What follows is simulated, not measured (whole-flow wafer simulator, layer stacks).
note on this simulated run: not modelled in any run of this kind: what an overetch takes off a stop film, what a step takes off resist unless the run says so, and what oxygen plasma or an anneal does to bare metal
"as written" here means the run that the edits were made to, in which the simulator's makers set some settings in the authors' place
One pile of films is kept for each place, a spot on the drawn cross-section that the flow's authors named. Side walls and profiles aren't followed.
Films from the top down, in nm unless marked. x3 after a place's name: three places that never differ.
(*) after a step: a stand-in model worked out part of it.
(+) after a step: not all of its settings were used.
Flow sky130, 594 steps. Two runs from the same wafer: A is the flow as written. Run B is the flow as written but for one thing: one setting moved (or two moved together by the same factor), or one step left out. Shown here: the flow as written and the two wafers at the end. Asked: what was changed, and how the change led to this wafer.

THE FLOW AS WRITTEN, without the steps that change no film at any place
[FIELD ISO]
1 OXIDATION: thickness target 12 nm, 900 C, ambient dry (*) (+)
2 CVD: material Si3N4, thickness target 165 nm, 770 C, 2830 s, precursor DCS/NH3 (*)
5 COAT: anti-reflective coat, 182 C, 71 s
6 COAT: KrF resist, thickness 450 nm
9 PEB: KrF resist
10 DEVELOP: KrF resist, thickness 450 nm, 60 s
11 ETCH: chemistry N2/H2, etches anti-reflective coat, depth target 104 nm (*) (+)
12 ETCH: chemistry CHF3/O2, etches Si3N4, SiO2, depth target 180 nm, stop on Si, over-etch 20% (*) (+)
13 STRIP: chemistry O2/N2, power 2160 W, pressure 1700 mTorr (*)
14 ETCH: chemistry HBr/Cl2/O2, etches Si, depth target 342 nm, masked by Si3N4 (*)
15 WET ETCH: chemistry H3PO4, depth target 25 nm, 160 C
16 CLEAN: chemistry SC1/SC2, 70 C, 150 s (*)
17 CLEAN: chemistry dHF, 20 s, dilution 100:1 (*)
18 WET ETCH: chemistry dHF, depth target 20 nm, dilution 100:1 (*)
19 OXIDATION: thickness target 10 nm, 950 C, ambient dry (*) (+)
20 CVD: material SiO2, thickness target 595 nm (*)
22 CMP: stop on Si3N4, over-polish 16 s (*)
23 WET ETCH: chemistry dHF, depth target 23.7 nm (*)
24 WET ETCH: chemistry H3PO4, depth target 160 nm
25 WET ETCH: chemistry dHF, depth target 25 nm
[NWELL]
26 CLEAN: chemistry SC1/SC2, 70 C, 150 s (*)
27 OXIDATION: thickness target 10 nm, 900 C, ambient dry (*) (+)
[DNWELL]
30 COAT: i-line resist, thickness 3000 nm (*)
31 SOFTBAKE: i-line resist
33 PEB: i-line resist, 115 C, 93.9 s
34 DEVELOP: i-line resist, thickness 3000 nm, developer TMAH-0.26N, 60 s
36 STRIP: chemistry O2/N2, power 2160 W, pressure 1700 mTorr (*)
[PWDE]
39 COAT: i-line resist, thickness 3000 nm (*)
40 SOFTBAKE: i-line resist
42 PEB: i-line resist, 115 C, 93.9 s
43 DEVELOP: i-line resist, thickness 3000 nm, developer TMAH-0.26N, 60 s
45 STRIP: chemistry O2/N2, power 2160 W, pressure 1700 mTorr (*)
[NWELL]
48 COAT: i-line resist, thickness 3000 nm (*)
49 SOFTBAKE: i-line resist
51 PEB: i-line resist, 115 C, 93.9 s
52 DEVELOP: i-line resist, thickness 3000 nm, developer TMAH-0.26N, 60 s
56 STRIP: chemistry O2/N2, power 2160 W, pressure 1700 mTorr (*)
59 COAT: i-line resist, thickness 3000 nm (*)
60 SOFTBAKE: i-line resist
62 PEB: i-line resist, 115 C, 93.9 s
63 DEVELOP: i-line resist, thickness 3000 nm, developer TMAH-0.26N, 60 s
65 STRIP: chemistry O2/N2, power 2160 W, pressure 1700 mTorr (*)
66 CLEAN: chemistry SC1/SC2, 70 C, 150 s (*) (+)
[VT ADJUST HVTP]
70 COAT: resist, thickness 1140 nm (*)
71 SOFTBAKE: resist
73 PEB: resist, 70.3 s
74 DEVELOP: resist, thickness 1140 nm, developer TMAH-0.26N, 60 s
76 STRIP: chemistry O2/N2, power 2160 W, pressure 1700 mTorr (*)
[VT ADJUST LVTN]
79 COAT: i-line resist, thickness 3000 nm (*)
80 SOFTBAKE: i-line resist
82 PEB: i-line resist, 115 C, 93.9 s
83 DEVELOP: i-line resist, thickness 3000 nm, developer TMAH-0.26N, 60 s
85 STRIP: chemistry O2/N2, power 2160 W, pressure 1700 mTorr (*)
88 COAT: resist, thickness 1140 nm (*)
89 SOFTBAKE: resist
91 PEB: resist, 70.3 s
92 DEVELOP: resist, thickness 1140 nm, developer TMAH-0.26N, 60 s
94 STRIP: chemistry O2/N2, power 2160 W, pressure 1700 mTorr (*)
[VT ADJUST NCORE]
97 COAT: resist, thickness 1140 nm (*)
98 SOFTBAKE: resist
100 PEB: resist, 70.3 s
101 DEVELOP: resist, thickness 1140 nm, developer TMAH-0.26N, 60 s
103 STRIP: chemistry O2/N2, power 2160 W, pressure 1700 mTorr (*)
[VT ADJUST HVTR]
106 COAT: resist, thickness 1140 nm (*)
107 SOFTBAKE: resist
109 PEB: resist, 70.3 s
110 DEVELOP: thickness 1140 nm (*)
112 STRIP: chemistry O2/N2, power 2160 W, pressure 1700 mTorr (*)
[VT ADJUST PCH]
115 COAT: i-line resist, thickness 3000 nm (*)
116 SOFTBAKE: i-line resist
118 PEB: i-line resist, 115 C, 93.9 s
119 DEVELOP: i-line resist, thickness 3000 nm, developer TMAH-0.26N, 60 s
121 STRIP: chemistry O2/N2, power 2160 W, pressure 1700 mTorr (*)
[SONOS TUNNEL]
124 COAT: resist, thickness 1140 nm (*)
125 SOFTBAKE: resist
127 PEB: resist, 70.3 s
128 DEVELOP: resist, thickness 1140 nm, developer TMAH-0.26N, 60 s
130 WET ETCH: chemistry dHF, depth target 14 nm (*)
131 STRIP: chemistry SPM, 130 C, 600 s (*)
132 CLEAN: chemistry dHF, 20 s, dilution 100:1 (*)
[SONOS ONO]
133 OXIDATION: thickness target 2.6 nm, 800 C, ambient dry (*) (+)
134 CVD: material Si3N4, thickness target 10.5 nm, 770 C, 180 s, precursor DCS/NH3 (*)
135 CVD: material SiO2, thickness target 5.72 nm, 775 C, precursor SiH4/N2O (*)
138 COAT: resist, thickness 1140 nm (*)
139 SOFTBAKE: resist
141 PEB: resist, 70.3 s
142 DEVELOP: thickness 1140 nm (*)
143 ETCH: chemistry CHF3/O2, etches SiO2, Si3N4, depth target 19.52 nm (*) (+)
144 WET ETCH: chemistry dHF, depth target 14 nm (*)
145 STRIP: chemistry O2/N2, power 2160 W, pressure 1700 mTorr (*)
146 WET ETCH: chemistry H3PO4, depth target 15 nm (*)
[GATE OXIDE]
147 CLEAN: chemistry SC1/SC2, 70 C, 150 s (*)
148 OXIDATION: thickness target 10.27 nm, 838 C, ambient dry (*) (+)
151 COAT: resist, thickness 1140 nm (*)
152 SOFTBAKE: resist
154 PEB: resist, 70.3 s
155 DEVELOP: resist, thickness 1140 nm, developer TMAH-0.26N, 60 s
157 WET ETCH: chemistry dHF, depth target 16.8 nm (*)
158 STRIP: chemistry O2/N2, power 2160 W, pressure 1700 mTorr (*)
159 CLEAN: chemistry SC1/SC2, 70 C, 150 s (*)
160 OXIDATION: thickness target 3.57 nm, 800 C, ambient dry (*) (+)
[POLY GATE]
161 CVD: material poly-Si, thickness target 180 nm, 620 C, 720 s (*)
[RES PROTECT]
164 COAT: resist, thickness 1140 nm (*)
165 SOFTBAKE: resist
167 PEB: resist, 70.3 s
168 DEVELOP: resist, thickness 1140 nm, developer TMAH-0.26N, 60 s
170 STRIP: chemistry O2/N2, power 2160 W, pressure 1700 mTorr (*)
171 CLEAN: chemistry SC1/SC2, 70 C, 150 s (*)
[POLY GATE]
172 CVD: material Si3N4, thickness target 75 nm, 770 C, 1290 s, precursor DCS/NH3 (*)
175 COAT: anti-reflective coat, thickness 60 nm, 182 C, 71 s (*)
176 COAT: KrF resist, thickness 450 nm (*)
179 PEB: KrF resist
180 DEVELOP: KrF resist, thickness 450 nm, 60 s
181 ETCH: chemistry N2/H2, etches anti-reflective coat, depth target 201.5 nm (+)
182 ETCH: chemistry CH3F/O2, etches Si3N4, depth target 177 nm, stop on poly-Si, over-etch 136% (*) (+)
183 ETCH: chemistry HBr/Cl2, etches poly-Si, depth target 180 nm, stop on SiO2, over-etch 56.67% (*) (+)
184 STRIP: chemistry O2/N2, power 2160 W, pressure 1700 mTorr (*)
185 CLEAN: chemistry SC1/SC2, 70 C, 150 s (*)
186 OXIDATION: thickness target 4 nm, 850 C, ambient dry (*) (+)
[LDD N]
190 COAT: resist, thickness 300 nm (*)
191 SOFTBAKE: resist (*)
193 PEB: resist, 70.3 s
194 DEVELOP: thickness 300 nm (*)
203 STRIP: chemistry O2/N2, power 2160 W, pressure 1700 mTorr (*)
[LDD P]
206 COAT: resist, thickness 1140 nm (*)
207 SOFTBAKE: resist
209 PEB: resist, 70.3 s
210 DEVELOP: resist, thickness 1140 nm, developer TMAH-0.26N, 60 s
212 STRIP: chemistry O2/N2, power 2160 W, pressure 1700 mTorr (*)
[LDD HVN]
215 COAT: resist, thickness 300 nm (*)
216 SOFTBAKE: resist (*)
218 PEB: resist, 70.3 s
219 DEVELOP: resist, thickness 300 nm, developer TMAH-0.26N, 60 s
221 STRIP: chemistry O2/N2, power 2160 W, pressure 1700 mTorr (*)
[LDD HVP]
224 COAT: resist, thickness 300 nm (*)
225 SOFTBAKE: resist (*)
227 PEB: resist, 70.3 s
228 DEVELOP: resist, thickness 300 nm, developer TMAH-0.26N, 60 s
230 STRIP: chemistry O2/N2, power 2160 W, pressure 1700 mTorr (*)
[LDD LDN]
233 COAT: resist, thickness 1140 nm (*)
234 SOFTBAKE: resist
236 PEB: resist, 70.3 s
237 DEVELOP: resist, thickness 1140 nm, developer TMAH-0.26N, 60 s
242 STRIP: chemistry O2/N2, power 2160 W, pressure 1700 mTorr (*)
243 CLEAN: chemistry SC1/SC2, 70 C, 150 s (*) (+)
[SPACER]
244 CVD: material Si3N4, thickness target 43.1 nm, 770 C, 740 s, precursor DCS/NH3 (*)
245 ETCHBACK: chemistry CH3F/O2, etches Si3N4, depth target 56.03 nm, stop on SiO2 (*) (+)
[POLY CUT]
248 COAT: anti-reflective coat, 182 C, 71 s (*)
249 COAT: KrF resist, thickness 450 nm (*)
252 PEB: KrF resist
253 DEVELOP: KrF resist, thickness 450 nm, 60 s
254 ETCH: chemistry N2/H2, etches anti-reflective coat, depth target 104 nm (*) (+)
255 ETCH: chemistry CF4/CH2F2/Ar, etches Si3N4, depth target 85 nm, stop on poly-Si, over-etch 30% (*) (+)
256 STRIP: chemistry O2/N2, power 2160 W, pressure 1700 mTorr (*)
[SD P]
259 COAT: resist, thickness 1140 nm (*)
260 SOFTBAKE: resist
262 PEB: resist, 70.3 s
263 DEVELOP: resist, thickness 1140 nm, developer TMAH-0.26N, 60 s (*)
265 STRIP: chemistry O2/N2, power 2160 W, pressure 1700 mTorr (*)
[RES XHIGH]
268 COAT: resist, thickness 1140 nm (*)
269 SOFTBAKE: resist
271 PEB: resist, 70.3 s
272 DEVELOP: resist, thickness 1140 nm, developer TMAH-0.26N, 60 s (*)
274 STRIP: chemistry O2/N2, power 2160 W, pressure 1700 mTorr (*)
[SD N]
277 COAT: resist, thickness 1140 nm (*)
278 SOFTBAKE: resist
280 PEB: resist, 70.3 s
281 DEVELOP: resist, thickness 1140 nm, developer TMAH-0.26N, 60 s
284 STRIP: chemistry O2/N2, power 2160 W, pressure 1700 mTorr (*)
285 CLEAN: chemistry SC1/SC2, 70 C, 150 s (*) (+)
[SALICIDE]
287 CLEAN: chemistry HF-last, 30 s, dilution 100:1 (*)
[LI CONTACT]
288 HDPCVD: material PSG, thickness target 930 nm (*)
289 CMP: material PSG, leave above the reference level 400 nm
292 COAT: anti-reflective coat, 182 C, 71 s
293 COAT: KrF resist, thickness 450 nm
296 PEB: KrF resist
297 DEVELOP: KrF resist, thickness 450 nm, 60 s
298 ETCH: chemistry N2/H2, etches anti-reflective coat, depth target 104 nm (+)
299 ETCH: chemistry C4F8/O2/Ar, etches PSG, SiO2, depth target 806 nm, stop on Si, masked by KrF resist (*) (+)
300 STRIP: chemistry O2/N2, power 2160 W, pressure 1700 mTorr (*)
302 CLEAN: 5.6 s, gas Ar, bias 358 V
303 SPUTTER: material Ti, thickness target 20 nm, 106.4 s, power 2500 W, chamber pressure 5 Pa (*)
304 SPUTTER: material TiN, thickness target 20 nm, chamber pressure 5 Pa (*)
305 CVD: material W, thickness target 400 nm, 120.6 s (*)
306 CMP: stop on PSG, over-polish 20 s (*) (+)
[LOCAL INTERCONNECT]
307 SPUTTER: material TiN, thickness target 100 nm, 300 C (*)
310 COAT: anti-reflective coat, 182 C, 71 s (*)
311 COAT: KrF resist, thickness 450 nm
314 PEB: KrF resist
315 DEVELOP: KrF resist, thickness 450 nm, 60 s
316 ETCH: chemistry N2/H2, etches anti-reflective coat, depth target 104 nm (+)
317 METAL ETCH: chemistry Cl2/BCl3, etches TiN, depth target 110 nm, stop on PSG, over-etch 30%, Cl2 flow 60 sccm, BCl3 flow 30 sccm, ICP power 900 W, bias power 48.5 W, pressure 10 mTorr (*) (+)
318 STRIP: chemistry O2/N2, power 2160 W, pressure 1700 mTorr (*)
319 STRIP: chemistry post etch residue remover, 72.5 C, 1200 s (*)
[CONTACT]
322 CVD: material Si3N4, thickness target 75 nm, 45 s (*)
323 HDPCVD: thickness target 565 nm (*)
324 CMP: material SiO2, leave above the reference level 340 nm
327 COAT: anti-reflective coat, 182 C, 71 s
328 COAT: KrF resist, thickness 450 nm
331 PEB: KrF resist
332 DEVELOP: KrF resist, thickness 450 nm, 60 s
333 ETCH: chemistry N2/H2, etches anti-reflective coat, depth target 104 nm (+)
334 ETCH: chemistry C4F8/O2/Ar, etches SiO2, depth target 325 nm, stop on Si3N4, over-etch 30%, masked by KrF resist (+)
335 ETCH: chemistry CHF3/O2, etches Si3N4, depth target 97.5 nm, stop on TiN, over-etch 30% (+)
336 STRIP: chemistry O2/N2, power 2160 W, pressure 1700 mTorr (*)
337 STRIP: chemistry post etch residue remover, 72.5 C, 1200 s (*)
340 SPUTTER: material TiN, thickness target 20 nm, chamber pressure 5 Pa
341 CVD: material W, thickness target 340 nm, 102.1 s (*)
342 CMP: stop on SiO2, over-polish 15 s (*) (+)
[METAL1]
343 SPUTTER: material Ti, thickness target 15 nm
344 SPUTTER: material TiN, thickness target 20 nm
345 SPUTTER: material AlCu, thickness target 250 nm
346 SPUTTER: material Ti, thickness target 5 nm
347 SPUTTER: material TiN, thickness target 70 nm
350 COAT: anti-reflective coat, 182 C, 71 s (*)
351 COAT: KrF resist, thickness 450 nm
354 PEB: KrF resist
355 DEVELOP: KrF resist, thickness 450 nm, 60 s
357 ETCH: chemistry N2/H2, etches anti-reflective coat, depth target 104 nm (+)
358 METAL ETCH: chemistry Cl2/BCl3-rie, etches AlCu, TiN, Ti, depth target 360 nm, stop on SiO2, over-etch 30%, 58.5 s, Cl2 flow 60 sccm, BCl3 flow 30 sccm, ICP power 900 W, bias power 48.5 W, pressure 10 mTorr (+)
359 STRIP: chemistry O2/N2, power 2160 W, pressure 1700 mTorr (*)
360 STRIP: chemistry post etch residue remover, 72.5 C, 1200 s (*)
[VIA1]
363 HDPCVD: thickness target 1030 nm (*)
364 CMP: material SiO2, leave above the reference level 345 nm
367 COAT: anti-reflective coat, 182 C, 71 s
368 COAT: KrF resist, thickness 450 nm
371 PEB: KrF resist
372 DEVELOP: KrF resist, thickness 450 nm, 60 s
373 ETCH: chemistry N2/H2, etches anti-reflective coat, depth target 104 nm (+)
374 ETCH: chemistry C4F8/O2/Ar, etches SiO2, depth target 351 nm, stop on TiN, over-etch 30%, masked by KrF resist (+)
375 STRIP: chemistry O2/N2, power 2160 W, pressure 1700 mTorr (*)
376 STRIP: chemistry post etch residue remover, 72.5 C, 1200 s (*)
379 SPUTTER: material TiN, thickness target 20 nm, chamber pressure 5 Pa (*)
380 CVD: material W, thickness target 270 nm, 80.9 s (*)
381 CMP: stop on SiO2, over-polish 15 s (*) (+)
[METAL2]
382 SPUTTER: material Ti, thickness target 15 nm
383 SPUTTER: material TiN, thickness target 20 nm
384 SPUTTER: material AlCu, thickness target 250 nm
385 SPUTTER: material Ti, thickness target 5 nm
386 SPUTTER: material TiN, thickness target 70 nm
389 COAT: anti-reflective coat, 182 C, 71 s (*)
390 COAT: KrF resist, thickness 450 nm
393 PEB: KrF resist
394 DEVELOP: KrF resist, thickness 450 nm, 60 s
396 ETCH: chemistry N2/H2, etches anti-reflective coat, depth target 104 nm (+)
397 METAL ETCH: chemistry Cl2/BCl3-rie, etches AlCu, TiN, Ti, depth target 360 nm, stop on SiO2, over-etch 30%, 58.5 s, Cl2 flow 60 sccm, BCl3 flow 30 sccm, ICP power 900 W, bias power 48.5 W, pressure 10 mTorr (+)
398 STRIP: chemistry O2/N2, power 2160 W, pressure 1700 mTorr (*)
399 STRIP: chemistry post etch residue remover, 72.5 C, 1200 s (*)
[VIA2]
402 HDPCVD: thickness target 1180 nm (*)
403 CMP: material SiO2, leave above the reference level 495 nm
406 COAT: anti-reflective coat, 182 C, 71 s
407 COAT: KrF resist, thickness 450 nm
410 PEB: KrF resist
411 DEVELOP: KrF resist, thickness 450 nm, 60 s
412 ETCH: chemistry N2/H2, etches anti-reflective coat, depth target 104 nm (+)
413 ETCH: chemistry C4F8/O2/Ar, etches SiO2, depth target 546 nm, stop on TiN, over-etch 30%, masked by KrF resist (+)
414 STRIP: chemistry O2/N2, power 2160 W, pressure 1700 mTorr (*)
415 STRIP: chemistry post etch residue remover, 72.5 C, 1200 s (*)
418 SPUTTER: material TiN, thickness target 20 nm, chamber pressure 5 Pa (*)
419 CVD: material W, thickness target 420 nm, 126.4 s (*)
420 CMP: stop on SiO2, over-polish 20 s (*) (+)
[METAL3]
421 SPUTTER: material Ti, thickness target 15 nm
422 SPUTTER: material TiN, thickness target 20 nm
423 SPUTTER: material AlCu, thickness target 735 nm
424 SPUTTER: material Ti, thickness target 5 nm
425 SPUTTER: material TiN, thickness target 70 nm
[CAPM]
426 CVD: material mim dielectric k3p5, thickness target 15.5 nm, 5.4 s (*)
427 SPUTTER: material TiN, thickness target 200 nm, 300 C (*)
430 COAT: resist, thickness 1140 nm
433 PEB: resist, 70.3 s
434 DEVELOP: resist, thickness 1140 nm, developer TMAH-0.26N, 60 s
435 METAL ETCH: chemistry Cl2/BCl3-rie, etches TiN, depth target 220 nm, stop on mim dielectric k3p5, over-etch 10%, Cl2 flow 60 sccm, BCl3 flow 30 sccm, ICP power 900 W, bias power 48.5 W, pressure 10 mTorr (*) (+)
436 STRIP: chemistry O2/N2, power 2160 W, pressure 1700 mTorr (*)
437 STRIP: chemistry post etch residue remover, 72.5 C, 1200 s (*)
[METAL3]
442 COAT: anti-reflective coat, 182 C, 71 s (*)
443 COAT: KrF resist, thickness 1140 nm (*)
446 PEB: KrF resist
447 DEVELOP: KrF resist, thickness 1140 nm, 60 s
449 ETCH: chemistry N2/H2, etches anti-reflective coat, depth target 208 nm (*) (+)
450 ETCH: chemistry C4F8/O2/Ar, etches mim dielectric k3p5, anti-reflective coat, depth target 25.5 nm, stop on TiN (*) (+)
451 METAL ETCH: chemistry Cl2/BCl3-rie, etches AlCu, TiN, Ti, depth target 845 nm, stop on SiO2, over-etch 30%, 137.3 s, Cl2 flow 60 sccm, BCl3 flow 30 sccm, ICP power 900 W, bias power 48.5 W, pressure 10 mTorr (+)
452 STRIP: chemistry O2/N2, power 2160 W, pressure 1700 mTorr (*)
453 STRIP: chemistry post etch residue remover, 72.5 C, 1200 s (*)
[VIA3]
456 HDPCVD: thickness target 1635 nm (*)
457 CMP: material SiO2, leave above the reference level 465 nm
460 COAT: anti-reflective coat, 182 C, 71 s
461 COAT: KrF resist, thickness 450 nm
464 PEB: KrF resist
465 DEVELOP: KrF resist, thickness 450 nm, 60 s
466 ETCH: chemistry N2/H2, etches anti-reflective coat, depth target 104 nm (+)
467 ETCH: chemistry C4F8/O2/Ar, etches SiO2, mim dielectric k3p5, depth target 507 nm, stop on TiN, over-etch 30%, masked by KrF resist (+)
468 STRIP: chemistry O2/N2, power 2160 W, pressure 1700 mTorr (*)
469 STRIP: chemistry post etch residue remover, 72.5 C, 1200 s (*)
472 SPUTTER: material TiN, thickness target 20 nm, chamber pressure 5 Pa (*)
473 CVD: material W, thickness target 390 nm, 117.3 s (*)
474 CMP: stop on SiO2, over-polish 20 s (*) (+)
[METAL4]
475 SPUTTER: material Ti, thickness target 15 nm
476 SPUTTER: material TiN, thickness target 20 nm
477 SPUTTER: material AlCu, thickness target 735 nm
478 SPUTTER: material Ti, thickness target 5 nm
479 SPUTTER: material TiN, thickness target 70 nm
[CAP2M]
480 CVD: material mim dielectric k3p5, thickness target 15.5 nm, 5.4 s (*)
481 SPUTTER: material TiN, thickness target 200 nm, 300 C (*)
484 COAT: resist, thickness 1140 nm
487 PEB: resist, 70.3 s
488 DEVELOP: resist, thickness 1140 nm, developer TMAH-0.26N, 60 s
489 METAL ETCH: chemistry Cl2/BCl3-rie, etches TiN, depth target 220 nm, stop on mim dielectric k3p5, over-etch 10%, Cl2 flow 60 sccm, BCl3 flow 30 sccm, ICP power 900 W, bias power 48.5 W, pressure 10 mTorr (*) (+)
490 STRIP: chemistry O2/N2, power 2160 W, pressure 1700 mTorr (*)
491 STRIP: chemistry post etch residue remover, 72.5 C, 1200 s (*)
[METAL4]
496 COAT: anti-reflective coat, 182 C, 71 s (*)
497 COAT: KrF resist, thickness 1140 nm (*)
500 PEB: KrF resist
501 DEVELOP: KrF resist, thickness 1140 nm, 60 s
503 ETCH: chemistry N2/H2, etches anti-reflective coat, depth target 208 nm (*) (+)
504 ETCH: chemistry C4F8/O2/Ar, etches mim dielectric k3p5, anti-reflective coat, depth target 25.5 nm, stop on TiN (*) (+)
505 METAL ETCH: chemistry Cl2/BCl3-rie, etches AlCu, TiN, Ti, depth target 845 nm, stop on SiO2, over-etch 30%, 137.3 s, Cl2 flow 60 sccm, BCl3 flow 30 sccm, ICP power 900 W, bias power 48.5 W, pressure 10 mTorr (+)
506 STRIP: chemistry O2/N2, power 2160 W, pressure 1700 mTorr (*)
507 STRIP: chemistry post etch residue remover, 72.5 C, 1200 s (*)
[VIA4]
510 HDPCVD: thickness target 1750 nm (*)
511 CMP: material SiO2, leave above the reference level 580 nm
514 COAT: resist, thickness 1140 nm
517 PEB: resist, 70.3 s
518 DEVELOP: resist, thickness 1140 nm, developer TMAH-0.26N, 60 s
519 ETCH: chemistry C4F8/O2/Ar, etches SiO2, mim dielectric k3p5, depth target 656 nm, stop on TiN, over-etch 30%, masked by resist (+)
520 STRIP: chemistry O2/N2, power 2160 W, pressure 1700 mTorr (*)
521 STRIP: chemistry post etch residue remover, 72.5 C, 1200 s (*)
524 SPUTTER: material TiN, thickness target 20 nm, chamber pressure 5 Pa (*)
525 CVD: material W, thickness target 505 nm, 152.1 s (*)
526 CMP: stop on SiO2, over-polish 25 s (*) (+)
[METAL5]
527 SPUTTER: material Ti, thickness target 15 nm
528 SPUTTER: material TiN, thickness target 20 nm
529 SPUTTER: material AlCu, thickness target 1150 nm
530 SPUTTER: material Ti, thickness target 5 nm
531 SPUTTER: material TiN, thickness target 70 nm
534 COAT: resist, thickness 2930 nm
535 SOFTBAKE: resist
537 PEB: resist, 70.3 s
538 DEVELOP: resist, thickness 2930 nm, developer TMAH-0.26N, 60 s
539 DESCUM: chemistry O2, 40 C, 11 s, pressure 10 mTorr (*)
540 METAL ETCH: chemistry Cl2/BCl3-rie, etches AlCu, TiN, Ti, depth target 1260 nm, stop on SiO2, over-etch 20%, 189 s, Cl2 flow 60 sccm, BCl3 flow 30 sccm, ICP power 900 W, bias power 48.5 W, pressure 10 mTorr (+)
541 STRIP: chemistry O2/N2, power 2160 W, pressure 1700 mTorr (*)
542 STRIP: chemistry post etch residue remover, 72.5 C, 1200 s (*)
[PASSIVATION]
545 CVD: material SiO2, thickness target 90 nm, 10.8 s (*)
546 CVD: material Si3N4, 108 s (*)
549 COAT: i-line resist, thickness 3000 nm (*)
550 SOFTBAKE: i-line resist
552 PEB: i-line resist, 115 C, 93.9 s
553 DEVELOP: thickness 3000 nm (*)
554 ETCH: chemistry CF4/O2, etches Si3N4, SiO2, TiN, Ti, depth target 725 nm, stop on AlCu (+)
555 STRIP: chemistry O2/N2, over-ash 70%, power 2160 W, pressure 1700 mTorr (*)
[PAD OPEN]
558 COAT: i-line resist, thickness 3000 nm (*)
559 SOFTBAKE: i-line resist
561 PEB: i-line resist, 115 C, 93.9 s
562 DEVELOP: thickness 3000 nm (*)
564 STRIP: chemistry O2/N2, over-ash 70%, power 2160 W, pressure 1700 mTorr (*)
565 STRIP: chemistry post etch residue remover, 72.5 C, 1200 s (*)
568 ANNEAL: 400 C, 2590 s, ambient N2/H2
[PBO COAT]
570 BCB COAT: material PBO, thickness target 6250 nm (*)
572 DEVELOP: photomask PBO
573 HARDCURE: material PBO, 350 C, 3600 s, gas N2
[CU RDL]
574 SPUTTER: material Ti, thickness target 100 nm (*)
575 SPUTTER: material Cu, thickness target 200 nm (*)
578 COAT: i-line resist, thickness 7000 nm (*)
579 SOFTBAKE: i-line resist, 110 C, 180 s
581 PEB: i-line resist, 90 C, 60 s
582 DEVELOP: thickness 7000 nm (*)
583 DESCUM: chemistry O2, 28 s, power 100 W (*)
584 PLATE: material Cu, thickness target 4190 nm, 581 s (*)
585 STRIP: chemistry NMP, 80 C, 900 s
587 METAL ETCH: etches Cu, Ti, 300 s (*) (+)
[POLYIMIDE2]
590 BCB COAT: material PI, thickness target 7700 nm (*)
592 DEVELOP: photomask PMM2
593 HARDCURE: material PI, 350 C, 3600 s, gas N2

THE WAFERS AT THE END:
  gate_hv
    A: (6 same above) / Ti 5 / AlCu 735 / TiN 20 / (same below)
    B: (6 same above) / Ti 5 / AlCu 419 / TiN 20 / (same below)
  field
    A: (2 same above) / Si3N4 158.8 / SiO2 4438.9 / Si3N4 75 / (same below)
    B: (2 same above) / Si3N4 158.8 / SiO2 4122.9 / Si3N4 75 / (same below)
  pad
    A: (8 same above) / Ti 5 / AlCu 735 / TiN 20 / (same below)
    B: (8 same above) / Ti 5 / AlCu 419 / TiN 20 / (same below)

The cause: step 477, SPUTTER: thickness target 419 nm was run, where the flow has thickness target 735 nm.
It can be read off the wafer: gate_hv has AlCu 419, and step 477 as written asks for 735 nm.

How the change led to this, step by step:
  477 SPUTTER: material AlCu, thickness target 735 nm
      field, active, n_well and 189 more: A AlCu +735 (new film) | B AlCu +419 (new film)
  505 METAL ETCH: chemistry Cl2/BCl3-rie, etches AlCu, TiN, Ti, depth target 845 nm, stop on SiO2, over-etch 30%, 137.3 s, Cl2 flow 60 sccm, BCl3 flow 30 sccm, ICP power 900 W, bias power 48.5 W, pressure 10 mTorr (+)
      field, gate, spacer and 61 more: A TiN -70 (all of it), Ti -5 (all of it), AlCu -735 (all of it), TiN -20 (all of it), Ti -15 (all of it), SiO2 -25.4 | B TiN -70 (all of it), Ti -5 (all of it), AlCu -419 (all of it), TiN -20 (all of it), Ti -15 (all of it), SiO2 -56.9
      vpp_iso1, m1_ln, poly_licon and 8 more: A TiN -70 (all of it), Ti -5 (all of it), AlCu -735 (all of it), TiN -20 (all of it), Ti -15 (all of it), SiO2 -25.3 | B TiN -70 (all of it), Ti -5 (all of it), AlCu -419 (all of it), TiN -20 (all of it), Ti -15 (all of it), SiO2 -56.9
      (and at 13 more places)
  511 CMP: material SiO2, leave above the reference level 580 nm
      field, active, gate and 67 more: A SiO2 -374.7 | B SiO2 -659.1
      vpp_ln, vpp_iso2, mim_edge_plate and 7 more: A SiO2 -374.7 | B SiO2 -659
      (and at 8 more places)
